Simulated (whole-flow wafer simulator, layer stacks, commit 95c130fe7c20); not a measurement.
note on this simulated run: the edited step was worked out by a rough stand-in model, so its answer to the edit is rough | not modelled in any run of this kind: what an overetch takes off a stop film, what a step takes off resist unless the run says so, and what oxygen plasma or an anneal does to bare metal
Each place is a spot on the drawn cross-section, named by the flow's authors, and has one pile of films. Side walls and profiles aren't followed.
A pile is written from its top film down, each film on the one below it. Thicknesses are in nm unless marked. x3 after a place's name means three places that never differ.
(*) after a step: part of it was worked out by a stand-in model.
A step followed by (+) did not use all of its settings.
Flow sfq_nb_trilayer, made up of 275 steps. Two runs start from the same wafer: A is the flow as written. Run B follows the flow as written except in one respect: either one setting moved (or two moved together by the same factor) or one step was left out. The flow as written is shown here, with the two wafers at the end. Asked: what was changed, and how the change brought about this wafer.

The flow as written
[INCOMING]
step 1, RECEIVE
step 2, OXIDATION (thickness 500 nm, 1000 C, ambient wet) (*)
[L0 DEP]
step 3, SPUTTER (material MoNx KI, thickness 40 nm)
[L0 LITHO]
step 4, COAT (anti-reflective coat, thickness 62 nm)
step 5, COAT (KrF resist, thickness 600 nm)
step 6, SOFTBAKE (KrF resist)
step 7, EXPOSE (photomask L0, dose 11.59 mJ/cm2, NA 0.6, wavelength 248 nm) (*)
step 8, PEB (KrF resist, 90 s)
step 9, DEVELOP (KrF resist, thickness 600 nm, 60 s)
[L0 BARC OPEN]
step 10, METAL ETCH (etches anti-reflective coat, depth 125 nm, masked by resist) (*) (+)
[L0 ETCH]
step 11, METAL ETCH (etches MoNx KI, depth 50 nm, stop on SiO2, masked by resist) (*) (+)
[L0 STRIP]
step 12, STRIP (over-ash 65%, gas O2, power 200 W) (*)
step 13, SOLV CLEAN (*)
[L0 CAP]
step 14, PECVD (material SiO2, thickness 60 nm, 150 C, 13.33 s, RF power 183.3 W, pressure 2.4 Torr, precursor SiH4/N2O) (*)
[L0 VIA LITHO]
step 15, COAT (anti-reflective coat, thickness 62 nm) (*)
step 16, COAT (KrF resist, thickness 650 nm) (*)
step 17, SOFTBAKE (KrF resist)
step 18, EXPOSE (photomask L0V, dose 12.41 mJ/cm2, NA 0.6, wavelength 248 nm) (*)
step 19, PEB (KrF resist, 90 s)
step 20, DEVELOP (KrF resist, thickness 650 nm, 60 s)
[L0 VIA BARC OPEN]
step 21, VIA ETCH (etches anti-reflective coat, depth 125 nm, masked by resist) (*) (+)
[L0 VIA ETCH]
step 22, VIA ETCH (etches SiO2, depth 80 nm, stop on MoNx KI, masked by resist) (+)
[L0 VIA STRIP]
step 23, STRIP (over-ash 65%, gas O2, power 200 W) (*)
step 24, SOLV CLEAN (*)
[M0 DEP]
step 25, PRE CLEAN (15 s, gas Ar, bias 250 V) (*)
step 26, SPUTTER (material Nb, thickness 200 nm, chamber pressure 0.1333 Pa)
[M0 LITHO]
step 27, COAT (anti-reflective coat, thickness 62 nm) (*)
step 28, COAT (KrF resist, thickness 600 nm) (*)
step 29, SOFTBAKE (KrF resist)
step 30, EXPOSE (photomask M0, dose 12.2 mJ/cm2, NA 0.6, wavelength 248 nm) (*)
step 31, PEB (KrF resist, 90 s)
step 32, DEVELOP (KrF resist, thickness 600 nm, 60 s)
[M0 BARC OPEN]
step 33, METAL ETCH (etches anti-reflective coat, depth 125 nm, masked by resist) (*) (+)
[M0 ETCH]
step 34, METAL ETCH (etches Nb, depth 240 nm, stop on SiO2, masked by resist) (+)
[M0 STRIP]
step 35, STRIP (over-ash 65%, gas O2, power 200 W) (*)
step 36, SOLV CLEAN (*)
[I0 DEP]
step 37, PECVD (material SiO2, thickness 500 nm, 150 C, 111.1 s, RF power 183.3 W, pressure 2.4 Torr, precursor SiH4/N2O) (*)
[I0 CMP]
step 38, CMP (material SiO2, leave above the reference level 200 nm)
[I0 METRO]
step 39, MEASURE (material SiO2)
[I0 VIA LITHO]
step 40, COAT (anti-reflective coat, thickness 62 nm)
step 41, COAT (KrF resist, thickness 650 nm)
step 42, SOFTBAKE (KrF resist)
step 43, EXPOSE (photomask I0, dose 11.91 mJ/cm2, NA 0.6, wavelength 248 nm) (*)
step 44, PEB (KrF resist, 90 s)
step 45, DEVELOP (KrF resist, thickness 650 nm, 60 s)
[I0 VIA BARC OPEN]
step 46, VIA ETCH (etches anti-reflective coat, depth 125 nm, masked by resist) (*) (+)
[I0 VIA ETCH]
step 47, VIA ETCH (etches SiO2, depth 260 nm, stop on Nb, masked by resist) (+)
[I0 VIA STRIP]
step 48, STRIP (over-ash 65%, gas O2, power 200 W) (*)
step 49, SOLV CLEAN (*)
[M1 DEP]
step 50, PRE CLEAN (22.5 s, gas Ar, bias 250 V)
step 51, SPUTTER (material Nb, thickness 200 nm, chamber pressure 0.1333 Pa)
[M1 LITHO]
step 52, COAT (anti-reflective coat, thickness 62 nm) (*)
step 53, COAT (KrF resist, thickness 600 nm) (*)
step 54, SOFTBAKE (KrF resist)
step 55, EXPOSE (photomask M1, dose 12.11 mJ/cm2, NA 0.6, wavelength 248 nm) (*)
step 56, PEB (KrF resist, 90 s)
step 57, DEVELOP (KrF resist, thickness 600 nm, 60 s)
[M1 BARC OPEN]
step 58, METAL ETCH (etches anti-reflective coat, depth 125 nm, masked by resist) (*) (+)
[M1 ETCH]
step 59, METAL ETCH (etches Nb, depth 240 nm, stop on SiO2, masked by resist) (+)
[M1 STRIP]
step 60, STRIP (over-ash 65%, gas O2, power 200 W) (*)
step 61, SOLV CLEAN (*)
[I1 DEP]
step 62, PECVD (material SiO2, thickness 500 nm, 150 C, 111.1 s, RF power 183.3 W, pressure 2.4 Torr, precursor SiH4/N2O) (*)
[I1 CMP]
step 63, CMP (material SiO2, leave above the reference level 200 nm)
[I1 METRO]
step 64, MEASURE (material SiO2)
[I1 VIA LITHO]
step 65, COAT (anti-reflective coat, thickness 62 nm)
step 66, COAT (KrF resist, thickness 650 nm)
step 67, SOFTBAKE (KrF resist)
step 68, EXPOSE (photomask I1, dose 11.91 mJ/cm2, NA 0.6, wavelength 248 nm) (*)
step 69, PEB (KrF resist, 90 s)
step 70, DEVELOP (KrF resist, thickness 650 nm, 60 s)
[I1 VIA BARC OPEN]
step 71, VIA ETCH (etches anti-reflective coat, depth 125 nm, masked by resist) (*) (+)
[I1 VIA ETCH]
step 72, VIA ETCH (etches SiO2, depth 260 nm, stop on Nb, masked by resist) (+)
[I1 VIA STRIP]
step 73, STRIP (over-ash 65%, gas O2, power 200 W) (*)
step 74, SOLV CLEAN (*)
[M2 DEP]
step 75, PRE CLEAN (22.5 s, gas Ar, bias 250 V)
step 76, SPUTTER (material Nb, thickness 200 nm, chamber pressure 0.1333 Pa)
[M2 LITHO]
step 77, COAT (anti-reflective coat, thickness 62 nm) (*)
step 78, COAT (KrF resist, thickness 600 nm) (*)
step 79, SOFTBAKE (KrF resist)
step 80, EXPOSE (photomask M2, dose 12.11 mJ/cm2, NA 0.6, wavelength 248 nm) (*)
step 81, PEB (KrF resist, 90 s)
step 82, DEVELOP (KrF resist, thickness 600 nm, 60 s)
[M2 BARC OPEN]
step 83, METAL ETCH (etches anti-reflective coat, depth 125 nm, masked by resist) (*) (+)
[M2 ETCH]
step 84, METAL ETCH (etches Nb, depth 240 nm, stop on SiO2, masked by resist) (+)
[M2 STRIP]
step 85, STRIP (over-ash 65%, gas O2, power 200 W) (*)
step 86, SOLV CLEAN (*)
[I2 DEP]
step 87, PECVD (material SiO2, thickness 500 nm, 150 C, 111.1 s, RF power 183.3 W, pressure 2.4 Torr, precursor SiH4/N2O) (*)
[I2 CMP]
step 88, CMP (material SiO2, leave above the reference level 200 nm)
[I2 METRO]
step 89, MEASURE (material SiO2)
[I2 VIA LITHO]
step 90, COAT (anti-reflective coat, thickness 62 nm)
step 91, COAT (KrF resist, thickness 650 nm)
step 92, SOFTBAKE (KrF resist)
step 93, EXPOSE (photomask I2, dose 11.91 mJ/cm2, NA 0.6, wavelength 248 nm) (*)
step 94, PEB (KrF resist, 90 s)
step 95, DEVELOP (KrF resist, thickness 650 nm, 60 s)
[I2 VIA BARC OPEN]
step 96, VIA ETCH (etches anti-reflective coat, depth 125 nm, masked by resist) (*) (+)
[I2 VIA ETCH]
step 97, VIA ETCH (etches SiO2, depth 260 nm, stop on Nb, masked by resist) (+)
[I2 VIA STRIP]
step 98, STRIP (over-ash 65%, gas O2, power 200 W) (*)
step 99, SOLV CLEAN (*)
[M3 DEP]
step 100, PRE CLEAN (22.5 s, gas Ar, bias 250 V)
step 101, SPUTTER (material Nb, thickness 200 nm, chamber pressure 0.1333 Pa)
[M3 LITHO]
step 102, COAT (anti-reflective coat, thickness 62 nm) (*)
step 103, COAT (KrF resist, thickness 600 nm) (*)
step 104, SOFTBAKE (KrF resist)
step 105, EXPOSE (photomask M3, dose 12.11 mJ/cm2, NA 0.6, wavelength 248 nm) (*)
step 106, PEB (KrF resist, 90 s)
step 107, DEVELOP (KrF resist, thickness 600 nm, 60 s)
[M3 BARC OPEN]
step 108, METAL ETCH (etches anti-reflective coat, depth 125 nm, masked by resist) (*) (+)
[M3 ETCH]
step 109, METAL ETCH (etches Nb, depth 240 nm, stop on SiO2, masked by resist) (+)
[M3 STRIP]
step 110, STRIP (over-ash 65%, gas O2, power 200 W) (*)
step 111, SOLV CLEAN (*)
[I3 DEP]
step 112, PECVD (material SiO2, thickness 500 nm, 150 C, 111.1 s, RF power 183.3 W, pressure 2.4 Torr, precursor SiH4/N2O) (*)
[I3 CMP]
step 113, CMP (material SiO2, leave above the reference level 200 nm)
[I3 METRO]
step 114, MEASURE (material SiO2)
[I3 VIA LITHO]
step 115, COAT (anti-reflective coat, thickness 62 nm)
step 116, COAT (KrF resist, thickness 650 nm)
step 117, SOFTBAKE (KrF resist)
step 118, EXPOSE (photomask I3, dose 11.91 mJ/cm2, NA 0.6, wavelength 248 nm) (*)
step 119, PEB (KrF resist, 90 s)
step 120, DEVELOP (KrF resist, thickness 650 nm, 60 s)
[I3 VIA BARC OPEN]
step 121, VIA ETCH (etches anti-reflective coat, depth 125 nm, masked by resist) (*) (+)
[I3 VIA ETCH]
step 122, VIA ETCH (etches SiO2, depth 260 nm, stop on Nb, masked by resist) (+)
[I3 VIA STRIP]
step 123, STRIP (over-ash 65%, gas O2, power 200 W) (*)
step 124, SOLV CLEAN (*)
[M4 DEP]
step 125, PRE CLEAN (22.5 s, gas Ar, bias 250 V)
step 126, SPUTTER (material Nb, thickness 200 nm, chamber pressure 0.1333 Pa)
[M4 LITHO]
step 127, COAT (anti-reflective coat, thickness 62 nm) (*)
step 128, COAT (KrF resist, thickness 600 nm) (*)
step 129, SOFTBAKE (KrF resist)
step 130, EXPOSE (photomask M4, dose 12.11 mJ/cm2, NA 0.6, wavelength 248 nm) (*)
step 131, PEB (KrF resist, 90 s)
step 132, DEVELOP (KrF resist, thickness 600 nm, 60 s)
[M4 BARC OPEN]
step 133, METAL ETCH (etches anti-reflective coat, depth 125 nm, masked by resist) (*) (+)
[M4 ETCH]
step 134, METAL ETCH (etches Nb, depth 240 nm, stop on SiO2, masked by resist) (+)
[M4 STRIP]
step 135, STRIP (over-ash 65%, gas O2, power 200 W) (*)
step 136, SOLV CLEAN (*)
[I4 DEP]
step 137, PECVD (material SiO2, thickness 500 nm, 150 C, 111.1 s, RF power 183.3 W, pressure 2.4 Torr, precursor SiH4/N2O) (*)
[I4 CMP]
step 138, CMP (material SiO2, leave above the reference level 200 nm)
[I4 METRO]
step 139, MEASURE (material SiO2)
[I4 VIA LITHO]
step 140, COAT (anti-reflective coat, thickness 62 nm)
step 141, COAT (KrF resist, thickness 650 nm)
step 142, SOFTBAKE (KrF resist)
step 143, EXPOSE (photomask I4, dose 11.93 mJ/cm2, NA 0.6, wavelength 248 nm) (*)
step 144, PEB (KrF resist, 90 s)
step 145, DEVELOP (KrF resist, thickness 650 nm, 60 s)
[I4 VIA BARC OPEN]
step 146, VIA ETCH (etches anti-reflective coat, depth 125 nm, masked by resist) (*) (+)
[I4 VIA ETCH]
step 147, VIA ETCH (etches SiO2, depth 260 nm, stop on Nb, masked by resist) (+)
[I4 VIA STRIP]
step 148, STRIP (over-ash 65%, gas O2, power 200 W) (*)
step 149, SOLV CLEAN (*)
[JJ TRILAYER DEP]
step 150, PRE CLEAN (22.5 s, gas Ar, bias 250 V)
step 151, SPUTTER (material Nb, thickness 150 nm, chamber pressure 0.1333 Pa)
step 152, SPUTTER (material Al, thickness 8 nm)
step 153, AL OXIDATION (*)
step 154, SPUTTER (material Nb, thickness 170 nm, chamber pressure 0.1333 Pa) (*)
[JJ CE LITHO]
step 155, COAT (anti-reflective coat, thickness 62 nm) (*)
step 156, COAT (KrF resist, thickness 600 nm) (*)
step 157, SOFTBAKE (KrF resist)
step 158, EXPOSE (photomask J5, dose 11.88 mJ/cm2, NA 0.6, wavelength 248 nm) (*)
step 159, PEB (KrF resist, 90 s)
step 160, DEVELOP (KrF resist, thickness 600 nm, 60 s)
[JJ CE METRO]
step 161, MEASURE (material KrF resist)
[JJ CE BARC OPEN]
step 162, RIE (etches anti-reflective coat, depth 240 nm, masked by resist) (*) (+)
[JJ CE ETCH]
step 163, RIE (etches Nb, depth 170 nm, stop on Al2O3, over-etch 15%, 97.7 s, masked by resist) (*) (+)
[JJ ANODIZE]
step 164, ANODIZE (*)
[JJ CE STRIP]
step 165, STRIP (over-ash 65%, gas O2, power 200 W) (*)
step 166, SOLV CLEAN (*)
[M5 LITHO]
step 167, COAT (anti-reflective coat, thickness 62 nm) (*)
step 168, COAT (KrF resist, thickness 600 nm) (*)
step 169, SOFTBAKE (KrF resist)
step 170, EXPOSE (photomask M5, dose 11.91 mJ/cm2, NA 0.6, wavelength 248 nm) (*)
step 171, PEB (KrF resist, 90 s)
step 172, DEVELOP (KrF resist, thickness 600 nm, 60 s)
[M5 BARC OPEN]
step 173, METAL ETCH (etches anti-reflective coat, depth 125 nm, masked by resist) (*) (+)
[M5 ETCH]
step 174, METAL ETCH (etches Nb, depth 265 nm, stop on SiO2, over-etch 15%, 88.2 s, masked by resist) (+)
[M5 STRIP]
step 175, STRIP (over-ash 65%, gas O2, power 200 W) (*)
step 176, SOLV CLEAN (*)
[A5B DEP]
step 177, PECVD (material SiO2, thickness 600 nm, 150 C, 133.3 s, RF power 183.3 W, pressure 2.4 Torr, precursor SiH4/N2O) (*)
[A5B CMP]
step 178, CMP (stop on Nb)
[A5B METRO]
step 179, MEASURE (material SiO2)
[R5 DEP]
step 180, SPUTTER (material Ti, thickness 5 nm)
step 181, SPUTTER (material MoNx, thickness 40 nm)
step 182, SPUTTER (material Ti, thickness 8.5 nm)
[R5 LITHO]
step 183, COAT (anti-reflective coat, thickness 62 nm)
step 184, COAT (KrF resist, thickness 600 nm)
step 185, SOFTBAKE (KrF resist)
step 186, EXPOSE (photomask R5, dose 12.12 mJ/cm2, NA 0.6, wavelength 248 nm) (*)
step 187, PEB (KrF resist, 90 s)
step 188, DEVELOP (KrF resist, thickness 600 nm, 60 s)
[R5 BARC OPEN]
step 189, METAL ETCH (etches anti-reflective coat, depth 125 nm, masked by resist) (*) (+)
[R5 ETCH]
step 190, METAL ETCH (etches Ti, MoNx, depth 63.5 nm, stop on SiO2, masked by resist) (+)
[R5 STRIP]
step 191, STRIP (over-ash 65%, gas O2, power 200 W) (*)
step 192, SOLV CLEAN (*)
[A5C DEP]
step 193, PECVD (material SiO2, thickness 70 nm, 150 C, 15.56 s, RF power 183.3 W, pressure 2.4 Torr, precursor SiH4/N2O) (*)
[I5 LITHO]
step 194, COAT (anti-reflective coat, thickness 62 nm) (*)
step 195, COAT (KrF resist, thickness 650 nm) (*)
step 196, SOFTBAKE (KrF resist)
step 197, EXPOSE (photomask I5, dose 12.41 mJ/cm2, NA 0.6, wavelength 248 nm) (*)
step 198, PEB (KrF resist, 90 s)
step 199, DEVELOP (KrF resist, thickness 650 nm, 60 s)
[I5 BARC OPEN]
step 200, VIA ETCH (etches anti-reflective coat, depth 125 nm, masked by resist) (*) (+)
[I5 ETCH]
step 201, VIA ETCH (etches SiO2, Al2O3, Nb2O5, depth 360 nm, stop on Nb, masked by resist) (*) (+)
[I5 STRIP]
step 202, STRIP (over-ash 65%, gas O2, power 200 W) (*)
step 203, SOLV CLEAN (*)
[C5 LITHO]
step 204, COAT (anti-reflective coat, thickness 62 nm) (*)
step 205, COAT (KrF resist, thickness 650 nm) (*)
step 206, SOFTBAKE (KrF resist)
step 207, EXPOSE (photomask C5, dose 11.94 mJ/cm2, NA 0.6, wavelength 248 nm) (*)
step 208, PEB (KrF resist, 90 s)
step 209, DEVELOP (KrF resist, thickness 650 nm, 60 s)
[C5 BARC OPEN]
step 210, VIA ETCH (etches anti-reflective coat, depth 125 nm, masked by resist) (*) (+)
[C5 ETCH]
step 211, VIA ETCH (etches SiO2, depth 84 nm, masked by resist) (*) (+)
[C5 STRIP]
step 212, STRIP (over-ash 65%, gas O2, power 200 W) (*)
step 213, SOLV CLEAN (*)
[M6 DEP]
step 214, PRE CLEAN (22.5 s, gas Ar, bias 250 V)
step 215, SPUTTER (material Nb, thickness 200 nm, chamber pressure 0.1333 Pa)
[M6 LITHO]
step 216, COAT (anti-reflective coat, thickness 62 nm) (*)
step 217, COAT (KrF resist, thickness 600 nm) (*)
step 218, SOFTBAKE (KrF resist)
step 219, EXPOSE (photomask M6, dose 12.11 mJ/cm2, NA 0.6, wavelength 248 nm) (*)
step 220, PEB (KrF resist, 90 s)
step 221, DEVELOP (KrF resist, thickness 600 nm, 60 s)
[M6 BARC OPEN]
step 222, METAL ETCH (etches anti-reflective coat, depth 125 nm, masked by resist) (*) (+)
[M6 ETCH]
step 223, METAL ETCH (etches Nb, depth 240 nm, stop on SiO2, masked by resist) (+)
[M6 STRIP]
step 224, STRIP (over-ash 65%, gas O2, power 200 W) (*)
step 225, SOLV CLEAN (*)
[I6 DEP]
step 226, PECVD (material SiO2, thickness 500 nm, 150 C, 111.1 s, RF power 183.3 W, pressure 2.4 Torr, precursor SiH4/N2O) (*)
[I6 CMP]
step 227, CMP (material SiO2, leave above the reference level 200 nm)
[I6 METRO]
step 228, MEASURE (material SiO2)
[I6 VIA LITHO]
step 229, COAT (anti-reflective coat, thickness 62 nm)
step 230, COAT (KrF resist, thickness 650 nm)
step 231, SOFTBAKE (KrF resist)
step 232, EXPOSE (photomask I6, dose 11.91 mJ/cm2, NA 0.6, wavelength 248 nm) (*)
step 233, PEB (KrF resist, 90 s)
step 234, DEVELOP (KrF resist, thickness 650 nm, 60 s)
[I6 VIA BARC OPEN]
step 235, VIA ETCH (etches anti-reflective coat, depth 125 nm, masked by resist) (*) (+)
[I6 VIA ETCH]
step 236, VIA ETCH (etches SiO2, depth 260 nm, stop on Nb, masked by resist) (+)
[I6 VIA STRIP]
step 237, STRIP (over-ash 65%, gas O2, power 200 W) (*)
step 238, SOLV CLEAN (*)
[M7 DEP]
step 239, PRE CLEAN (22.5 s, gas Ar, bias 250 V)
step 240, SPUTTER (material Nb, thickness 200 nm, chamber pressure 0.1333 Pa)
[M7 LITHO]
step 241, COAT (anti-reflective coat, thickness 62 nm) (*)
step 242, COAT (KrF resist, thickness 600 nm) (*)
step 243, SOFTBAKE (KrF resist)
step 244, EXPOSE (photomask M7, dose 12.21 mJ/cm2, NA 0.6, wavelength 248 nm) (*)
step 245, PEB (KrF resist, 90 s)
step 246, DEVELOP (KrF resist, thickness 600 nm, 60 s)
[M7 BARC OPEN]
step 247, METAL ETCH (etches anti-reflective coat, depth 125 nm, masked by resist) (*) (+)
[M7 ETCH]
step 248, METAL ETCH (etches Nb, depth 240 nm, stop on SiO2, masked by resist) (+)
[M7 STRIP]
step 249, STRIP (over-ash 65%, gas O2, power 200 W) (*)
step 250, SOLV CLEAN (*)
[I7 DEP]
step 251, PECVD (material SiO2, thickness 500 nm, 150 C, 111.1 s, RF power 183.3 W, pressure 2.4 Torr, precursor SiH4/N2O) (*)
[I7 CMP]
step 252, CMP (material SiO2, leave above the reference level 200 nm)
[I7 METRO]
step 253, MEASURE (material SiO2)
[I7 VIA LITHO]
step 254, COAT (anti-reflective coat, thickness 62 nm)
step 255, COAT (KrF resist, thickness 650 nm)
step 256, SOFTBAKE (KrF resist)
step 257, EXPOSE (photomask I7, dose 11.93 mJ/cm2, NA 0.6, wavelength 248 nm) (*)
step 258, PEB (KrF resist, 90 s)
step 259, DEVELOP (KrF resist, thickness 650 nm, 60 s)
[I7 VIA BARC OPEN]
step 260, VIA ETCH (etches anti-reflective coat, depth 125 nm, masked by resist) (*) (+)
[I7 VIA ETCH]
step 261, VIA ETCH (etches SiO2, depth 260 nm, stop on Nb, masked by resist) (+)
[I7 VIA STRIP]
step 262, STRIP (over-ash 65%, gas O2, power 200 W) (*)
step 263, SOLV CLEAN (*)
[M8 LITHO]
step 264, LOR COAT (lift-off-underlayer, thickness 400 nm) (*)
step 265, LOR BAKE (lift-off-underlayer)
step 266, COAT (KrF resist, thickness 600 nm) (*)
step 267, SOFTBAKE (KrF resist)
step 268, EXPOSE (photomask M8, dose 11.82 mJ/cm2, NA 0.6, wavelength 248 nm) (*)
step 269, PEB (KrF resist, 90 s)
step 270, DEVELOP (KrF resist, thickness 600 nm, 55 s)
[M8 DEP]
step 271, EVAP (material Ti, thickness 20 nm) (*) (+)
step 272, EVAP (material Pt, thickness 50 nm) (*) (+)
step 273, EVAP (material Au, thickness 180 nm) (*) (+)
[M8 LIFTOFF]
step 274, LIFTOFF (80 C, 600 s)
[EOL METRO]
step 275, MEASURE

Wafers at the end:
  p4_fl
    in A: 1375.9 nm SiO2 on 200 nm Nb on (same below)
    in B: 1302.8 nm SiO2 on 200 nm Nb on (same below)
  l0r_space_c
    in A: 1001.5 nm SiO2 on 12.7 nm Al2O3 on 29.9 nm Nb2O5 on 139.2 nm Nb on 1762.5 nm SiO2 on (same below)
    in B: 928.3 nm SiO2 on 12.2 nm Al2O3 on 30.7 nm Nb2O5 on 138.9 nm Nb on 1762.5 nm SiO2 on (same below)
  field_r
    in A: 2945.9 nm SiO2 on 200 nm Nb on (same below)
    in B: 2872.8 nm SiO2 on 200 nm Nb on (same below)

What caused this: step 154, SPUTTER: thickness 96.9 nm was run, whereas the flow has thickness 170 nm.

How this came from the change, step by step:
  step 154, SPUTTER (material Nb, thickness 170 nm, chamber pressure 0.1333 Pa) (*)
      field_l, v_sur, via_sp and 100 more: A Nb gains 170 (new film) | B Nb gains 96.9 (new film)
      via_wl, via_wr: A Nb gains 140.7 (new film) | B Nb gains 80 (new film)
      (and at 1 other place as well)
  step 155, COAT (anti-reflective coat, thickness 62 nm) (*)
      via_wl, via_wr: A anti-reflective coat gains 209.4 (new film) | B anti-reflective coat gains 191.8 (new film)
      via_w: A anti-reflective coat gains 97.4 (new film) | B anti-reflective coat gains 92.1 (new film)
  step 162, RIE (etches anti-reflective coat, depth 240 nm, masked by resist) (*) (+)
      ce_l, c5j, ce_r, wl_jj: A KrF resist loses 209.4 | B KrF resist loses 191.8
      via_wl, via_wr: A anti-reflective coat loses 209.4 (all of it) | B anti-reflective coat loses 191.8 (all of it)
      (and at 1 other place as well)
  step 163, RIE (etches Nb, depth 170 nm, stop on Al2O3, over-etch 15%, 97.7 s, masked by resist) (*) (+)
      field_l, v_sur, via_sp and 96 more: A Nb loses 170 (all of it), Al2O3 loses 0.51 | B Nb loses 96.9 (all of it), Al2O3 loses 0.96 (all of it)
      via_wl, via_wr: A Nb loses 140.7 (all of it), Al2O3 loses 0.96 (all of it) | B Nb loses 80 (all of it), Al2O3 loses 0.96 (all of it)
      (and at 1 other place as well)
  step 164, ANODIZE (*)
      field_l, v_sur, via_sp and 96 more: A Al2O3 gains 12.2, Nb2O5 gains 29.9 (new film), Al loses 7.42 (all of it), Nb loses 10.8 | B Al2O3 gains 12.2 (new film), Nb2O5 gains 30.7 (new film), Al loses 7.42 (all of it), Nb loses 11.1
  step 165, STRIP (over-ash 65%, gas O2, power 200 W) (*)
      ce_l: A KrF resist loses 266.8 (all of it), anti-reflective coat loses 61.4 (all of it) | B KrF resist loses 284.4 (all of it), anti-reflective coat loses 61.4 (all of it)
      c5j: A KrF resist loses 266.9 (all of it), anti-reflective coat loses 61.5 (all of it) | B KrF resist loses 284.5 (all of it), anti-reflective coat loses 61.5 (all of it)
      (and at 2 other places as well)
  step 167, COAT (anti-reflective coat, thickness 62 nm) (*)
      wl_j_sl, wl_j_sr: A anti-reflective coat gains 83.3 (new film) | B anti-reflective coat gains 74 (new film)
      gap: A anti-reflective coat gains 58.9 (new film) | B anti-reflective coat gains 61 (new film)
      (and at 8 other places as well)
  step 168, COAT (KrF resist, thickness 600 nm) (*)
      ce_l: A KrF resist gains 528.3 (new film) | B KrF resist gains 569.4 (new film)
      c5j: A KrF resist gains 507.6 (new film) | B KrF resist gains 554.5 (new film)
      (and at 2 other places as well)
  step 173, METAL ETCH (etches anti-reflective coat, depth 125 nm, masked by resist) (*) (+)
      wl_a_sl: A anti-reflective coat loses 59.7 (all of it), Al2O3 loses 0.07 | B anti-reflective coat loses 61.7 (all of it)
  step 174, METAL ETCH (etches Nb, depth 265 nm, stop on SiO2, over-etch 15%, 88.2 s, masked by resist) (+)
      field_l, r_sur, res and 50 more: A Al2O3 loses 12.6 (all of it), Nb2O5 loses 29.9 (all of it), Nb loses 139.2 (all of it), SiO2 loses 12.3 | B Al2O3 loses 12.2 (all of it), Nb2O5 loses 30.7 (all of it), Nb loses 138.9 (all of it), SiO2 loses 12.3
  step 175, STRIP (over-ash 65%, gas O2, power 200 W) (*)
      wl_j_sl, wl_j_sr: A KrF resist loses 378 (all of it), anti-reflective coat loses 83.3 (all of it) | B KrF resist loses 372.3 (all of it), anti-reflective coat loses 74 (all of it)
      gap: A KrF resist loses 383.4 (all of it), anti-reflective coat loses 58.9 (all of it) | B KrF resist loses 375.1 (all of it), anti-reflective coat loses 61 (all of it)
      (and at 7 other places as well)
  step 178, CMP (stop on Nb)
      v_sur, via_sp, via_v and 43 more: A SiO2 loses 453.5 | B SiO2 loses 526.7
      field_l, p4_fl, p4_fm and 39 more: A SiO2 loses 259.3 | B SiO2 loses 332.4
      (and at 14 other places as well)
  step 201, VIA ETCH (etches SiO2, Al2O3, Nb2O5, depth 360 nm, stop on Nb, masked by resist) (*) (+)
      be: A SiO2 loses 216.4 (all of it), Al2O3 loses 12.7 (all of it), Nb2O5 loses 29.9 (all of it) | B SiO2 loses 143.2 (all of it), Al2O3 loses 12.2 (all of it), Nb2O5 loses 30.7 (all of it)
  step 204, COAT (anti-reflective coat, thickness 62 nm) (*)
      wire: A anti-reflective coat gains 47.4 (new film) | B anti-reflective coat gains 49.5 (new film)
      be: A anti-reflective coat gains 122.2 (new film) | B anti-reflective coat gains 111.4 (new film)
      (and at 1 other place as well)
  step 205, COAT (KrF resist, thickness 650 nm) (*)
      be: A KrF resist gains 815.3 (new film) | B KrF resist gains 763.2 (new film)
  step 212, STRIP (over-ash 65%, gas O2, power 200 W) (*)
      wire: A KrF resist loses 555.8 (all of it), anti-reflective coat loses 47.4 (all of it) | B KrF resist loses 559.9 (all of it), anti-reflective coat loses 49.5 (all of it)
      be: A KrF resist loses 728.2 (all of it), anti-reflective coat loses 122.2 (all of it) | B KrF resist loses 676.1 (all of it), anti-reflective coat loses 111.4 (all of it)
      (and at 1 other place as well)
  ... another 4 steps ...
  step 226, PECVD (material SiO2, thickness 500 nm, 150 C, 111.1 s, RF power 183.3 W, pressure 2.4 Torr, precursor SiH4/N2O) (*)
      be: A SiO2 gains 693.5 (new film) | B SiO2 gains 603.7 (new film)
